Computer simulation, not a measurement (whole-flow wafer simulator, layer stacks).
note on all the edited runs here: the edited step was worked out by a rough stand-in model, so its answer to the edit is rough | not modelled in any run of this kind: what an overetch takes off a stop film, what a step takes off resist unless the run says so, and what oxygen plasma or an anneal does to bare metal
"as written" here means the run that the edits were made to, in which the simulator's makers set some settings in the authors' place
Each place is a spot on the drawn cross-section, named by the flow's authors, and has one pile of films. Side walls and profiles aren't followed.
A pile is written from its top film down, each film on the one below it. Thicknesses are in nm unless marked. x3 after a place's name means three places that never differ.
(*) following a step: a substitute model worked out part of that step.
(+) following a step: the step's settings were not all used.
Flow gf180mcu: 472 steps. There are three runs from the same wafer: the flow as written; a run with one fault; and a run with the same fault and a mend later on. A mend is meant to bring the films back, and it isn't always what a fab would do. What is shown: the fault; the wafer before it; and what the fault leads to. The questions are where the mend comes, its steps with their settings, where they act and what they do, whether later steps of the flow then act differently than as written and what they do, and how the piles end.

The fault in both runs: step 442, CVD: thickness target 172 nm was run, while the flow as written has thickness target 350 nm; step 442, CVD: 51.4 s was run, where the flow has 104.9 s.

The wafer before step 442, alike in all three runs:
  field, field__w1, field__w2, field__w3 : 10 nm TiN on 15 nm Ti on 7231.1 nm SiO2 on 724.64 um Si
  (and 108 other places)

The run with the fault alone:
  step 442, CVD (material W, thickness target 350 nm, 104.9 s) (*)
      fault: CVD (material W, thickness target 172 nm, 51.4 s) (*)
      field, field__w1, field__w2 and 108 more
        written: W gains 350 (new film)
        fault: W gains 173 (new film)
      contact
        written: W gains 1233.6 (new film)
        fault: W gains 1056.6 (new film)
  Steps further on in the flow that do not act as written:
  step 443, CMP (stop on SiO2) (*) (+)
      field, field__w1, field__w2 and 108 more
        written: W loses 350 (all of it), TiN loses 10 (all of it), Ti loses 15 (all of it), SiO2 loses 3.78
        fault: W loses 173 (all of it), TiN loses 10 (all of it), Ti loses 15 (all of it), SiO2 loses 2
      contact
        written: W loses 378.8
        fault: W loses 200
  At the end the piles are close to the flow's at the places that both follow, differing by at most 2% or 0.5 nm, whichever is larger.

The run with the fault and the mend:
  After step 442 comes the mend.
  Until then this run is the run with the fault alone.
  step 442a, CVD (material W, thickness target 178 nm, 53.35 s) (the flow's step 442 again, with other settings)
      field, field__w1, field__w2 and 109 more
        W gains 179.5
  Later steps of the flow that are run all act as written at every place that is followed, up to a difference of at most 2% or 0.5 nm, whichever is larger.
  At the end the piles are close to the flow's at the places that both follow, differing by at most 2% or 0.5 nm, whichever is larger.
